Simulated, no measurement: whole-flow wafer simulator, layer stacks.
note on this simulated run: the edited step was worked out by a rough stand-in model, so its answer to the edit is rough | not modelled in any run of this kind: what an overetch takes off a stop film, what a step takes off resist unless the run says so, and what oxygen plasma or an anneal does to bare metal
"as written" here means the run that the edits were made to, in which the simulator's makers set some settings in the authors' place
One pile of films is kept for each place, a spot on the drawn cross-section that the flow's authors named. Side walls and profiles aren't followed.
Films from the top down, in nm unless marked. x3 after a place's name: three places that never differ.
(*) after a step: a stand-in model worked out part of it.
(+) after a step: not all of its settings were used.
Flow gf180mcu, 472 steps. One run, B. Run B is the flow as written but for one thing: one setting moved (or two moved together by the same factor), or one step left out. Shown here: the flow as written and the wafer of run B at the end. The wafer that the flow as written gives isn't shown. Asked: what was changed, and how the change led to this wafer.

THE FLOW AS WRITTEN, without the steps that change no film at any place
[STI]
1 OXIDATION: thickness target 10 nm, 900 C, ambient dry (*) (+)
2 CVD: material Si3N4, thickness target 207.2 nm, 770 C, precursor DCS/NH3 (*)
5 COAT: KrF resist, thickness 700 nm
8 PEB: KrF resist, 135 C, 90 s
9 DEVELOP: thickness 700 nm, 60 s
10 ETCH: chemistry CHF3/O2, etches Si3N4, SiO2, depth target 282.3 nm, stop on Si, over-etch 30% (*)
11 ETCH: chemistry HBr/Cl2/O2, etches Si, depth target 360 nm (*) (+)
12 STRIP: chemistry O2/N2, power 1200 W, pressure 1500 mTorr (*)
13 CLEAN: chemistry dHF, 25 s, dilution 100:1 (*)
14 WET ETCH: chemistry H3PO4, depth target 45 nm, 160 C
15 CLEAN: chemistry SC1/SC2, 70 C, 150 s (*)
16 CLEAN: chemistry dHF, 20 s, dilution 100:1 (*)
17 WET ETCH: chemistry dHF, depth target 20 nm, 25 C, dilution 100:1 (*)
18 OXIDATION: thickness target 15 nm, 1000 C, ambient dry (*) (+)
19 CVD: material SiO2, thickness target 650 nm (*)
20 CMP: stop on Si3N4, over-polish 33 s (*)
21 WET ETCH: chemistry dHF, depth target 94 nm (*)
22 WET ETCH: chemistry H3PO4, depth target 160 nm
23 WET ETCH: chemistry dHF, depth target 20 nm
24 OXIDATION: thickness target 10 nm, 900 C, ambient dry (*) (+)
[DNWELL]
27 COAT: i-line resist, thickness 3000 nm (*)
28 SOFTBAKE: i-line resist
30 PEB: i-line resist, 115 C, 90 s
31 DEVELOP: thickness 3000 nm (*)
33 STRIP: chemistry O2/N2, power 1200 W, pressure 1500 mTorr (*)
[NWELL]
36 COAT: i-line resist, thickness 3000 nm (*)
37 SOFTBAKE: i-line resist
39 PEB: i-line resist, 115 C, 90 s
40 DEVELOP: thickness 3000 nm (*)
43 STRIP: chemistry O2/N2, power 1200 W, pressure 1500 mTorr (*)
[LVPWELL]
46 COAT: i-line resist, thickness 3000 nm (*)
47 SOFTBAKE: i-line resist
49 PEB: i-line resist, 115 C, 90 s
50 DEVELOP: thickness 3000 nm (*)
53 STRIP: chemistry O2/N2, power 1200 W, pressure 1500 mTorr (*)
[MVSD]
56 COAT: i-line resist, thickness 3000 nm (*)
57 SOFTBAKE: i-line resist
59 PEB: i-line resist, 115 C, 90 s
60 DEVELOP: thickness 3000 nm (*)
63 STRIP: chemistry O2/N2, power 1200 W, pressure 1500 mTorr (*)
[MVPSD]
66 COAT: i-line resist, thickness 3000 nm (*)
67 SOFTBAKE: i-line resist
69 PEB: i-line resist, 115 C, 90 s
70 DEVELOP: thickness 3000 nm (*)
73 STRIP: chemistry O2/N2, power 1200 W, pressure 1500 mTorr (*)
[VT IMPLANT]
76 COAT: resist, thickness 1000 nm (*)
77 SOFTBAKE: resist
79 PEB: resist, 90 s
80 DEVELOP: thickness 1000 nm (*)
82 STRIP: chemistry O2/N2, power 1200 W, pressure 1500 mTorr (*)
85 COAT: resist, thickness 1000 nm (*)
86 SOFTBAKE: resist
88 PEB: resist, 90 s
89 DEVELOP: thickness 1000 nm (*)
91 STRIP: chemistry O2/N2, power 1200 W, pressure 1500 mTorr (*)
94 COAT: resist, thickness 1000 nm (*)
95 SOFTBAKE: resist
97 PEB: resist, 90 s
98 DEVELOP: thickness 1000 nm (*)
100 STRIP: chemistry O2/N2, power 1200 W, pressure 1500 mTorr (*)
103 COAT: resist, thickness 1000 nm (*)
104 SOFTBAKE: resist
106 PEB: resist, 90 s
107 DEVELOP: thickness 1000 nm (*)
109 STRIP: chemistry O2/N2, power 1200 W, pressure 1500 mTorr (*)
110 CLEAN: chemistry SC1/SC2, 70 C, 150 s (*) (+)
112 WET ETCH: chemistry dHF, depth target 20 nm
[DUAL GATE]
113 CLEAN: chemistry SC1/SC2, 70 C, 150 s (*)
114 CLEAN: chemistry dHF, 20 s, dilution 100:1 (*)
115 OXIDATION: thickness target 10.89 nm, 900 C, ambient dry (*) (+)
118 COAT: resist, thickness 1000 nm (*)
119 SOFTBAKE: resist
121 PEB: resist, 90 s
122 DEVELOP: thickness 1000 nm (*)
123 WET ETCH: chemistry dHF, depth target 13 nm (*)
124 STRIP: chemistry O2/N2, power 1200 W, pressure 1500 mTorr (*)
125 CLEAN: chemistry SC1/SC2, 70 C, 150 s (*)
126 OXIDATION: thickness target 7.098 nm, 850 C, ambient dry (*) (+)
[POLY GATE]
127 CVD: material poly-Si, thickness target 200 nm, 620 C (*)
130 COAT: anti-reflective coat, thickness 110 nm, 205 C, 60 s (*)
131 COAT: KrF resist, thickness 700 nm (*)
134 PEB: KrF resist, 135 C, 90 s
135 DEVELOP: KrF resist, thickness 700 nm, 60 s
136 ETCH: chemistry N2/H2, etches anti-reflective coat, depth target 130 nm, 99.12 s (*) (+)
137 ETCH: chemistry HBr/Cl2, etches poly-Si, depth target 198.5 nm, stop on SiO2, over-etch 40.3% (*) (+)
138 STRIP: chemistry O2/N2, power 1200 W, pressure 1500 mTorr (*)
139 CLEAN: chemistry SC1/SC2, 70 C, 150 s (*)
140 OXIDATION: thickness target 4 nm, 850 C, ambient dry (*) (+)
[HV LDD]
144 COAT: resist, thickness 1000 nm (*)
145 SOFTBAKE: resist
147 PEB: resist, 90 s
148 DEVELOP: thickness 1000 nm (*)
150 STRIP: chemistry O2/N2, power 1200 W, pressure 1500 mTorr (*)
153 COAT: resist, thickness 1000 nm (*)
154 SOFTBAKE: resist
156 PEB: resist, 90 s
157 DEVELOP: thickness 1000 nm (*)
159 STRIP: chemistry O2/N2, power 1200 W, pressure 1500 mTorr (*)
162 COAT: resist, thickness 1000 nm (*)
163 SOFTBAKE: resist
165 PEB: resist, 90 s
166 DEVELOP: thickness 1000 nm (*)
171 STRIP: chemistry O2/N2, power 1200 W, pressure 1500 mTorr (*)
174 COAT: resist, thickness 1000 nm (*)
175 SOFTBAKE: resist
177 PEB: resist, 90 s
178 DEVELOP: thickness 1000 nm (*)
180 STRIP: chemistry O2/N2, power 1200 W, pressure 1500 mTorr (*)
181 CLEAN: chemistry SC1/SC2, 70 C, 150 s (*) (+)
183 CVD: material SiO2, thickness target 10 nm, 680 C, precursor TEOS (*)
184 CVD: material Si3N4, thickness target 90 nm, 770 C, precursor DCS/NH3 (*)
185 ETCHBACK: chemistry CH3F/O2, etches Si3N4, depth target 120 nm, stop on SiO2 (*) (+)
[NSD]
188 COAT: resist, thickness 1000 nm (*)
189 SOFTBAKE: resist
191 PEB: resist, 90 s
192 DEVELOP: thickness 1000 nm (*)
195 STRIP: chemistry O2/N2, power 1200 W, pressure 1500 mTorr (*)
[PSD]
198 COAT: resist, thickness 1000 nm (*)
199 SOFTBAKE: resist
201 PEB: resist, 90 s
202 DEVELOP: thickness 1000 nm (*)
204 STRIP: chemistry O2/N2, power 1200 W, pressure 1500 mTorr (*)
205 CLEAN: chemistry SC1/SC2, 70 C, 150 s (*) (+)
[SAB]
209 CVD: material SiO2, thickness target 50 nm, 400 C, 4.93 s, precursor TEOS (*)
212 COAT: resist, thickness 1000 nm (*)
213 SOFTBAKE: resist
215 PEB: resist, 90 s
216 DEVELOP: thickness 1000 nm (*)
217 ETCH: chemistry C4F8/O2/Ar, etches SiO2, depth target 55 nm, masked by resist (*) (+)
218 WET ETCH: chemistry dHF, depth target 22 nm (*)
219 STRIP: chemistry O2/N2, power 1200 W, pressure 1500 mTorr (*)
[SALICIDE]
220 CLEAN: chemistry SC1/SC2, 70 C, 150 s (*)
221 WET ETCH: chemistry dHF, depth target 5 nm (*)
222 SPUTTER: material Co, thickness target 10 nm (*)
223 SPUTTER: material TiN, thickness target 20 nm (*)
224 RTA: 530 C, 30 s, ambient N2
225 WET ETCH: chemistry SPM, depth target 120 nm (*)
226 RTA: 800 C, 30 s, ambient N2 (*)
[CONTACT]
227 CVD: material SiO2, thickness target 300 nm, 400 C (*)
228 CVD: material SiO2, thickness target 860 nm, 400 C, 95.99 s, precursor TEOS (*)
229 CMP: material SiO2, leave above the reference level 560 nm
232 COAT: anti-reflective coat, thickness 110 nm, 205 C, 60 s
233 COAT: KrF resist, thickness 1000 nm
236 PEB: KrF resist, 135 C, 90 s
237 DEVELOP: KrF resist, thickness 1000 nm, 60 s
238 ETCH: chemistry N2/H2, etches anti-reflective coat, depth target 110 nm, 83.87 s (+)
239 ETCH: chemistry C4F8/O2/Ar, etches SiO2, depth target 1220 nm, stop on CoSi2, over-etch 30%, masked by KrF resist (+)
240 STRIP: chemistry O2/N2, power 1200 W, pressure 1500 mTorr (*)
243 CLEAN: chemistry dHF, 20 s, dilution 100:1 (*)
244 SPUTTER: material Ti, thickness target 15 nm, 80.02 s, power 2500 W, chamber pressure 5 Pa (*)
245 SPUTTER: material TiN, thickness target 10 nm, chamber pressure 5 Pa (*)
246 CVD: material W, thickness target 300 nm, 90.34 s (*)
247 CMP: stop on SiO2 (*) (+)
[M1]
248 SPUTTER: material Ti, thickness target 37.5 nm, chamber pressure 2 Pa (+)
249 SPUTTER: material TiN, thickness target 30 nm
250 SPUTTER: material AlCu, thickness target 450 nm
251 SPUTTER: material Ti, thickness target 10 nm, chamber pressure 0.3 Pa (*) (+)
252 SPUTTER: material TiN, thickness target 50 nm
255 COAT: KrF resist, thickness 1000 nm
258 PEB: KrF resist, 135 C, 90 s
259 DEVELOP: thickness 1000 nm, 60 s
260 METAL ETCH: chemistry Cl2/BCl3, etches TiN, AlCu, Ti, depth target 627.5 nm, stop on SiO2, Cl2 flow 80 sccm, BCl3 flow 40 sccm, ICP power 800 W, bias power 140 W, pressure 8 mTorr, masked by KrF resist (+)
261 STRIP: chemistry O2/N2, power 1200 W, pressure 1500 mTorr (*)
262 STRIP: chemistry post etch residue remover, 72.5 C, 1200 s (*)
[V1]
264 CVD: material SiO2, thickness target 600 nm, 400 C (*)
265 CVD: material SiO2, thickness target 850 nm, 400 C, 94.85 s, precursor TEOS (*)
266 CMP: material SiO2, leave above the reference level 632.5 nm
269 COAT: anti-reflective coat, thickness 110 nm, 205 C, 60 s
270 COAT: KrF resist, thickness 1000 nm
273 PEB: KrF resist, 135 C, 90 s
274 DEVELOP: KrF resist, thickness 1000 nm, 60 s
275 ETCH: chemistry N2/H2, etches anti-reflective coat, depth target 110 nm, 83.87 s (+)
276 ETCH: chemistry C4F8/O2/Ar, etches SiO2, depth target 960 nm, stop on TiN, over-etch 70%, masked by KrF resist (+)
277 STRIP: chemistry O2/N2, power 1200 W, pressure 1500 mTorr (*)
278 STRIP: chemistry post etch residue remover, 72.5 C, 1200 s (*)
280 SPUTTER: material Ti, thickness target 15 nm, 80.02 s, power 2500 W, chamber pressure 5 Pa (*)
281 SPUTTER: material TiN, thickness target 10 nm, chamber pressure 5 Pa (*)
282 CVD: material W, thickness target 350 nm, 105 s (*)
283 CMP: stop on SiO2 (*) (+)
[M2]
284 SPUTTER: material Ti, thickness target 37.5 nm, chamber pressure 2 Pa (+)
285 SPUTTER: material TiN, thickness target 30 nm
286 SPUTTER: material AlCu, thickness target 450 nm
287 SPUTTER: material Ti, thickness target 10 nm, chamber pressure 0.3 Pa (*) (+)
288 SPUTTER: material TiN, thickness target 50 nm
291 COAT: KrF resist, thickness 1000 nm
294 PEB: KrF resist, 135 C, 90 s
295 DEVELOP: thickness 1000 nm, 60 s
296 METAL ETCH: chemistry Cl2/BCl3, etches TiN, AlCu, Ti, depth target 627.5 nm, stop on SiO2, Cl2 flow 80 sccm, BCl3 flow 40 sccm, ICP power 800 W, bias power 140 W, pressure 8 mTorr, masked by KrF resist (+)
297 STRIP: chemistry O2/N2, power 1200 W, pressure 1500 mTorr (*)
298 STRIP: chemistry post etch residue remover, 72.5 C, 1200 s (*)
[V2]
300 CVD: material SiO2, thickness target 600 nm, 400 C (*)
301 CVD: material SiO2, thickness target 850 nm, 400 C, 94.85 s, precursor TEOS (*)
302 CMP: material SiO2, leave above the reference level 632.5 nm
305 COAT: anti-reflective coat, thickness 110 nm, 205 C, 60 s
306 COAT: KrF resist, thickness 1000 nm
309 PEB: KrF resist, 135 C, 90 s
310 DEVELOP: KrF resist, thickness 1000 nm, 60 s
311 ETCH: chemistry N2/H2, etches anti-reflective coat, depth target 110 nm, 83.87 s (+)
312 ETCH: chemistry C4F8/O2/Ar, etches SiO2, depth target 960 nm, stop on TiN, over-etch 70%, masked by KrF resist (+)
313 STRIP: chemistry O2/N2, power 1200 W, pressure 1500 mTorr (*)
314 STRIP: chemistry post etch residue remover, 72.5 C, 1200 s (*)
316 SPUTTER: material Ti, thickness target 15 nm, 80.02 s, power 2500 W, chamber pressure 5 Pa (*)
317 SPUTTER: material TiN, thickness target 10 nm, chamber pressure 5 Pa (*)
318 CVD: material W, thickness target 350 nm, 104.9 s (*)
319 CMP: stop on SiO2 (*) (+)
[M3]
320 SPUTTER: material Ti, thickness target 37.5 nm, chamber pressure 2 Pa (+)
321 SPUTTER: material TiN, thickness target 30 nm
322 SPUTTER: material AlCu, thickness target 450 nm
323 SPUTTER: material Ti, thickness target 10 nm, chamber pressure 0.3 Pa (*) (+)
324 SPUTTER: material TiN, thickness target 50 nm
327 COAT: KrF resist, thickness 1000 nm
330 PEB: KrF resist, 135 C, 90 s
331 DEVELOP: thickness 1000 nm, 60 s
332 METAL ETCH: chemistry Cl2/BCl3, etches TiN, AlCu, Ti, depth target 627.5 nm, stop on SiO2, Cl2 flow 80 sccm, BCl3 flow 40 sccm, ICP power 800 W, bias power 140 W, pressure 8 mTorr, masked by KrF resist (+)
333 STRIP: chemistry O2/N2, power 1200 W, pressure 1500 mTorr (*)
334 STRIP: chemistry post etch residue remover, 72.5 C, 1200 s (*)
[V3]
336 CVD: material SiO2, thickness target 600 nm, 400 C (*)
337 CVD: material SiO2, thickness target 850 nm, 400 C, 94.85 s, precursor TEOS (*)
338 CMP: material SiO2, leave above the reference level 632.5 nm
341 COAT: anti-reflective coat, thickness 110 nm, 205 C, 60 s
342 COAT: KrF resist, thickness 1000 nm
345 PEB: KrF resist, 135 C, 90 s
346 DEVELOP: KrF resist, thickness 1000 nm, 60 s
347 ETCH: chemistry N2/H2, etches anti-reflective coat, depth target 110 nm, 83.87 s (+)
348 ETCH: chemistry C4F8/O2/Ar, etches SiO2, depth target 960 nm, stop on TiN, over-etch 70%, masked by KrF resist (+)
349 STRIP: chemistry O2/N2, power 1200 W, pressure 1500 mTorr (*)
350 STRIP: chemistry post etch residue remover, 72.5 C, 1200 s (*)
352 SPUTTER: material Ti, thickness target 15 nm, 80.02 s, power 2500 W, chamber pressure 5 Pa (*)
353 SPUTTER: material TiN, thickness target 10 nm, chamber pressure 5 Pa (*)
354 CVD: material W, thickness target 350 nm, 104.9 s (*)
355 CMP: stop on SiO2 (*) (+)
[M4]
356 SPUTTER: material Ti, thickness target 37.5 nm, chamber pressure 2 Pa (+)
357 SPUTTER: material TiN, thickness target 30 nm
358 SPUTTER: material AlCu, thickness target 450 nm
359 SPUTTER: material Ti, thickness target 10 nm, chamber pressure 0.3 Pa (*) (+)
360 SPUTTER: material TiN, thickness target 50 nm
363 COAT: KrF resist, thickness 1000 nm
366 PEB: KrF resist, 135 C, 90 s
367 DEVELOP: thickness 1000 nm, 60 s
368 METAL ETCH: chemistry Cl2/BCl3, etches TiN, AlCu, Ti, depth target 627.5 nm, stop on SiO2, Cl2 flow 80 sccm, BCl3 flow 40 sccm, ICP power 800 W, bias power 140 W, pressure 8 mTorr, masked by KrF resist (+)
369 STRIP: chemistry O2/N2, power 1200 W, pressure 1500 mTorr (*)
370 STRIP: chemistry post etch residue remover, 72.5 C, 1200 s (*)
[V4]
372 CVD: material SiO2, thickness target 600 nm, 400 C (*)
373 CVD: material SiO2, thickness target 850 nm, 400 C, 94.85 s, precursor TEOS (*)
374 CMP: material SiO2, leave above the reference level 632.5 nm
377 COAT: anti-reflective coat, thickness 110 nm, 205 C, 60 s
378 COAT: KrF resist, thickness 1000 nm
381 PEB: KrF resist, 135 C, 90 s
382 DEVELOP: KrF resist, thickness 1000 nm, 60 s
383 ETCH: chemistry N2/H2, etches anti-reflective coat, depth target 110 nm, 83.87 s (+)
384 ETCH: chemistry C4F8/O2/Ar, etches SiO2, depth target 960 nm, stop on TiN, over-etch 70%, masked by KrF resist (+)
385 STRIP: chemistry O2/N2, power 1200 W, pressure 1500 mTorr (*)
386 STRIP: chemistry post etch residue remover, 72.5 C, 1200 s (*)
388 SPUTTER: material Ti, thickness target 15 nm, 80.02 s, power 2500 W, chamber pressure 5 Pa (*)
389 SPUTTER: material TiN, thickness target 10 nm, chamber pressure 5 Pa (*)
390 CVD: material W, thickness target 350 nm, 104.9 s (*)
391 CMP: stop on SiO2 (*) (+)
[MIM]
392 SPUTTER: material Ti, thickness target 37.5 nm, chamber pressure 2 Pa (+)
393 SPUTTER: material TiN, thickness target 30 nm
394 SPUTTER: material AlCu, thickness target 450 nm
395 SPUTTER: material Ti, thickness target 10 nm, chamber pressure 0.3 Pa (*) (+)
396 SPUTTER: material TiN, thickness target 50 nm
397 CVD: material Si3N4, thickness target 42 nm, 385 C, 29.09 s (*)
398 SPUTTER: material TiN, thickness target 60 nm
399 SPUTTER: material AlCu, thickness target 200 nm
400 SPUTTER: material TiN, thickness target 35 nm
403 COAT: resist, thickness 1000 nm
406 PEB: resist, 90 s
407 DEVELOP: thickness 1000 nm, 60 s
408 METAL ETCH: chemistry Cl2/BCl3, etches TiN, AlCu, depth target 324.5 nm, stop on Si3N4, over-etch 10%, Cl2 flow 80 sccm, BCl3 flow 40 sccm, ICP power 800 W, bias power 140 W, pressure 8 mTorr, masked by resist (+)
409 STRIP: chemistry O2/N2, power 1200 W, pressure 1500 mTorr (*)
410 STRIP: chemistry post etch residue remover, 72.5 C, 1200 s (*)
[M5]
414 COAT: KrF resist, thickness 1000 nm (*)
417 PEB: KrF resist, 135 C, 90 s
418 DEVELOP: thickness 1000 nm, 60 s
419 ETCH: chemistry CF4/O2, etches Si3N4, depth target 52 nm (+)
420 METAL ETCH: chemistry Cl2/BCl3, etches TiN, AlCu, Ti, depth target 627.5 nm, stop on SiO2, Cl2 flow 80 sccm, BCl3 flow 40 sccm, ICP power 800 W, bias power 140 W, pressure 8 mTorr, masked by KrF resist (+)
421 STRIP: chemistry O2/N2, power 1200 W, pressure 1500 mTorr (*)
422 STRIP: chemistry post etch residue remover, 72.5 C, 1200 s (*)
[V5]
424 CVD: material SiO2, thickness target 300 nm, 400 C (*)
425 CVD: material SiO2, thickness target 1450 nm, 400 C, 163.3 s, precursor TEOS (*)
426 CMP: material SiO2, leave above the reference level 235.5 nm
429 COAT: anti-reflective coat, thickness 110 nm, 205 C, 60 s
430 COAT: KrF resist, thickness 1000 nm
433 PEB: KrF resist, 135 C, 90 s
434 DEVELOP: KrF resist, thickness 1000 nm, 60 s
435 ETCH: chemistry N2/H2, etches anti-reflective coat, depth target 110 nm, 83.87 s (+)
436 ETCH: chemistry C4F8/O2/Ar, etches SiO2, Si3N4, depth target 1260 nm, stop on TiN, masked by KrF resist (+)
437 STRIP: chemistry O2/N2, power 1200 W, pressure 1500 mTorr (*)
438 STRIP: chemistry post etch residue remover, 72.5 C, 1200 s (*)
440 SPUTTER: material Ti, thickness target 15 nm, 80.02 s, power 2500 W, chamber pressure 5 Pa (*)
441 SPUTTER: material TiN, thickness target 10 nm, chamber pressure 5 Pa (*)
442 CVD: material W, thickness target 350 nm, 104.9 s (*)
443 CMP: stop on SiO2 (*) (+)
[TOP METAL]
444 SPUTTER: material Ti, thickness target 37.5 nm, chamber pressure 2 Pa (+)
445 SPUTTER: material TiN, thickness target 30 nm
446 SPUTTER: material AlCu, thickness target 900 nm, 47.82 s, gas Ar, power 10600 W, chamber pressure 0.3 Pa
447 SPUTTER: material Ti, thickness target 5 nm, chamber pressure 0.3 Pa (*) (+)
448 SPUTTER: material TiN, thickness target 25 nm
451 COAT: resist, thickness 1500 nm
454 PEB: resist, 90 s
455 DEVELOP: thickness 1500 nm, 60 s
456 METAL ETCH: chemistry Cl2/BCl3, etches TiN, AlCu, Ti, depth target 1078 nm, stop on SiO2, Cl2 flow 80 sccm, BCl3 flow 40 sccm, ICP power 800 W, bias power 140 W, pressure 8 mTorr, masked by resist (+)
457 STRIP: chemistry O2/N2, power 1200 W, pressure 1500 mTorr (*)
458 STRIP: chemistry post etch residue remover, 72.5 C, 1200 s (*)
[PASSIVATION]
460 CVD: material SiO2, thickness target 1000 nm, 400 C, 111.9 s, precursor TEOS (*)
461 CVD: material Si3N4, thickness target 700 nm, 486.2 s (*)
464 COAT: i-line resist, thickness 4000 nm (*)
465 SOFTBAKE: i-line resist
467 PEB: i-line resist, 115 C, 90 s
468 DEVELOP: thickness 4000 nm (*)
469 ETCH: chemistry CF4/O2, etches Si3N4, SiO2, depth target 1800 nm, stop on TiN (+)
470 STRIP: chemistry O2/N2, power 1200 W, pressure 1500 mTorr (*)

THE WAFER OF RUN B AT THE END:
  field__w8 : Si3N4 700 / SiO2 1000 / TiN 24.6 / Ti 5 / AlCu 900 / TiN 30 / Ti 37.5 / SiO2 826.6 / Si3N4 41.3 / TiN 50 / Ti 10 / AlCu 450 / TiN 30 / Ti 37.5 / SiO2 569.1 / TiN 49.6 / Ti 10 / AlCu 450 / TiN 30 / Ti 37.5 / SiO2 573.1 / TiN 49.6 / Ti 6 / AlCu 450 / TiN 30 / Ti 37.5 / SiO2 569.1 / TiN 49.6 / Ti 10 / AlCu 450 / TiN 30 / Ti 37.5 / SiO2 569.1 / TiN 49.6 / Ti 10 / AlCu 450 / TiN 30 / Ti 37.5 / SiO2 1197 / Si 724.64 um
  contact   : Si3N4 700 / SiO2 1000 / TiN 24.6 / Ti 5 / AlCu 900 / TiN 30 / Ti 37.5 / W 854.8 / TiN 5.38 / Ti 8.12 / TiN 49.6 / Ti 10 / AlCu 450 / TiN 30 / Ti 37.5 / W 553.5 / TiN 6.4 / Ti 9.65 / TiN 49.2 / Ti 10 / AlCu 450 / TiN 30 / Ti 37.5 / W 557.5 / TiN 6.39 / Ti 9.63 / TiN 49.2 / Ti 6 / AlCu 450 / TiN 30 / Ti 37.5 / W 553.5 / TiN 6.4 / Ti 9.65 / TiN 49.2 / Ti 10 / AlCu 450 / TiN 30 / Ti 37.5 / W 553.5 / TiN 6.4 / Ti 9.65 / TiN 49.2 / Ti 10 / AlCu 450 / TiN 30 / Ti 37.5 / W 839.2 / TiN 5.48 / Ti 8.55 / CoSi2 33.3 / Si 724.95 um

The cause: step 323, SPUTTER: thickness target 6 nm was run, where the flow has thickness target 10 nm.
It can be read off the wafer: field__w8 has Ti 6, and step 323 as written asks for 10 nm.

How the change led to this, step by step:
  323 SPUTTER: material Ti, thickness target 10 nm, chamber pressure 0.3 Pa (*) (+)
      field, field__w1, field__w2 and 108 more: Ti +6 (new film) (as written it would be: Ti +10 (new film))
  332 METAL ETCH: chemistry Cl2/BCl3, etches TiN, AlCu, Ti, depth target 627.5 nm, stop on SiO2, Cl2 flow 80 sccm, BCl3 flow 40 sccm, ICP power 800 W, bias power 140 W, pressure 8 mTorr, masked by KrF resist (+)
      field, field__w1, field__w2 and 103 more: TiN -50 (all of it), Ti -6 (all of it), AlCu -450 (all of it), TiN -30 (all of it), Ti -37.5 (all of it) (as written it would be: TiN -50 (all of it), Ti -10 (all of it), AlCu -450 (all of it), TiN -30 (all of it), Ti -37.5 (all of it))
